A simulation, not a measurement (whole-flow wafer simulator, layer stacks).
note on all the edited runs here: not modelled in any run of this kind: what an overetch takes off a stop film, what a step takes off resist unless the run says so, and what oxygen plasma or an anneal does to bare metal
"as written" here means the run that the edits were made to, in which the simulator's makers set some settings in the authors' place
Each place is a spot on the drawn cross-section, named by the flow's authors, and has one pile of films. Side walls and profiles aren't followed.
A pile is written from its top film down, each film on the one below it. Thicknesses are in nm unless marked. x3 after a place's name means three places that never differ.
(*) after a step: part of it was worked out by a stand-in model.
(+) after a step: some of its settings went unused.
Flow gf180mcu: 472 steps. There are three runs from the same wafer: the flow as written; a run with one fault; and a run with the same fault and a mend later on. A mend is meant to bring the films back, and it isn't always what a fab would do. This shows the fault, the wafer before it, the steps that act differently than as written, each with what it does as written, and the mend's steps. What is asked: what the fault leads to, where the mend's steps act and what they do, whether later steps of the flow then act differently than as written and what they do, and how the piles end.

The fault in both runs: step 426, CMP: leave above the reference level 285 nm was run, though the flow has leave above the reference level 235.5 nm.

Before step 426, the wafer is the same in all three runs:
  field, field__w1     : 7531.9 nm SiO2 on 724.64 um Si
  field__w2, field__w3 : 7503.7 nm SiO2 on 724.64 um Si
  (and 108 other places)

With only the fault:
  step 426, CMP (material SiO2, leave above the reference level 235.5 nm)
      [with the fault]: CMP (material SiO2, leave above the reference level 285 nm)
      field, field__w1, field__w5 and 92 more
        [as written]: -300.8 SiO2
        [with the fault]: -251.3 SiO2
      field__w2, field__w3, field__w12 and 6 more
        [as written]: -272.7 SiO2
        [with the fault]: -223.2 SiO2
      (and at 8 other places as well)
  Steps later in the flow that act otherwise than as written (2 other steps are not shown; they differ only slightly, by no more than 2% or 0.5 nm, whichever is larger):
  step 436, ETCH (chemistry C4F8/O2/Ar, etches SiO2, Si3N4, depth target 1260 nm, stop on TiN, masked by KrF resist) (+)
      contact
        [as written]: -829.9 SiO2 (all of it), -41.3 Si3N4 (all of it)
        [with the fault]: -879.4 SiO2 (all of it), -41.3 Si3N4 (all of it)
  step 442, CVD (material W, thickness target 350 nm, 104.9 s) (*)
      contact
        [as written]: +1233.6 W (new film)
        [with the fault]: +1283.5 W (new film)
  The piles end different from the flow's at field__w4, field__w8, contact, m1, m1__w1, mim, mim_1p0, m1_nw by more than 2% or 0.5 nm, whichever is larger.
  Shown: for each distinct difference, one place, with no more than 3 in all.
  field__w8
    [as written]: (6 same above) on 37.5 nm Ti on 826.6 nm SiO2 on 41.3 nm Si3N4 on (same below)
    [with the fault]: (6 same above) on 37.5 nm Ti on 876.1 nm SiO2 on 41.3 nm Si3N4 on (same below)
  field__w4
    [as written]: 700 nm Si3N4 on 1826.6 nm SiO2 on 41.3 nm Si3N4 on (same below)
    [with the fault]: 700 nm Si3N4 on 1876.1 nm SiO2 on 41.3 nm Si3N4 on (same below)
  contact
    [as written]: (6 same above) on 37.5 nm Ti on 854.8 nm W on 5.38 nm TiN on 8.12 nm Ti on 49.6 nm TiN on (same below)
    [with the fault]: (6 same above) on 37.5 nm Ti on 904.7 nm W on 5.23 nm TiN on 7.89 nm Ti on 49.6 nm TiN on (same below)

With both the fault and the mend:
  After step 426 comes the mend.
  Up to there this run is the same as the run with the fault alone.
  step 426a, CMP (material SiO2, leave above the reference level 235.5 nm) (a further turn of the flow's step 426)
      field, field__w1, field__w2 and 109 more
        -49.5 SiO2
  None of the later steps of the flow acts differently than as written at any place that is followed.
  At every place that both follow, the piles at the end match the flow's.
